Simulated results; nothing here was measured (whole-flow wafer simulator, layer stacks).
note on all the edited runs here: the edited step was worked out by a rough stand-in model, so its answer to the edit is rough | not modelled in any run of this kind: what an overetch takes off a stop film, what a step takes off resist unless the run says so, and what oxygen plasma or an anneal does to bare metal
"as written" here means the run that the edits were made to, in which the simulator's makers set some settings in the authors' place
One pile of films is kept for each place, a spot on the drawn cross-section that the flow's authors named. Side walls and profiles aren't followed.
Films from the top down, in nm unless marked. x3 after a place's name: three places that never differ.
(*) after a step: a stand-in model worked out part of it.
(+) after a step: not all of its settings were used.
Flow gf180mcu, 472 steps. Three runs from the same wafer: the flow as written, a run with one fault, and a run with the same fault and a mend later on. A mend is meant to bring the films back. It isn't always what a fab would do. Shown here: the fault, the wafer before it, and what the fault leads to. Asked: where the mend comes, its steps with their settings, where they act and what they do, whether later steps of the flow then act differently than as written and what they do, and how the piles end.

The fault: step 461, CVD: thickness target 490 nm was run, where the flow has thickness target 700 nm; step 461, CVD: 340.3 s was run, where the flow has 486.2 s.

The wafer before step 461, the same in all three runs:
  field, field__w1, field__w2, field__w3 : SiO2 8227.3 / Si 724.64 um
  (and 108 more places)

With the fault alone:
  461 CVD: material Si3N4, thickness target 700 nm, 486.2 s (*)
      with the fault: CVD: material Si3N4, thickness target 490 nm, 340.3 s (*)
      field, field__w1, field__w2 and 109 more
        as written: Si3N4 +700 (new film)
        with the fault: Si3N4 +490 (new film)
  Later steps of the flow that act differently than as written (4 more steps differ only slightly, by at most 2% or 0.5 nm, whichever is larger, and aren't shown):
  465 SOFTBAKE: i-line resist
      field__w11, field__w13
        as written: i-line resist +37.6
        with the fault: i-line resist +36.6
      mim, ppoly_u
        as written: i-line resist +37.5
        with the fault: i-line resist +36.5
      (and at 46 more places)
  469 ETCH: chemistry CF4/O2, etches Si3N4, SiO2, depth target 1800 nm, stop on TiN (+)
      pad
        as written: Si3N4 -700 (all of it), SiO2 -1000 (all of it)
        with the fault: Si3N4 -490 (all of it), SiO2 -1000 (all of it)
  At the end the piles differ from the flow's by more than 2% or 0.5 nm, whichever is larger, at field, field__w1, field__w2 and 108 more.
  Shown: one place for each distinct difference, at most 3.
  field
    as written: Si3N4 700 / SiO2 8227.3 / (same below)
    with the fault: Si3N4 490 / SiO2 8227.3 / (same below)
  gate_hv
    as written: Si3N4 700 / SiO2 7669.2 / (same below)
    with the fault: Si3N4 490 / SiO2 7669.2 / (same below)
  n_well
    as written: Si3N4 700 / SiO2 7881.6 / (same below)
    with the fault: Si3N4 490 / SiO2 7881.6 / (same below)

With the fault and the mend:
  The mend comes after step 461.
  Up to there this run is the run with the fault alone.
  461a CVD: material Si3N4, thickness target 210 nm, 145.9 s (*) (the flow's step 461 once more, with other settings)
      field, field__w1, field__w2 and 109 more
        Si3N4 +210.1
  No later step of the flow acts differently than as written, at any place that is followed, by more than 2% or 0.5 nm, whichever is larger.
  At the end the piles differ from the flow's only slightly at the places that both follow, by at most 2% or 0.5 nm, whichever is larger.
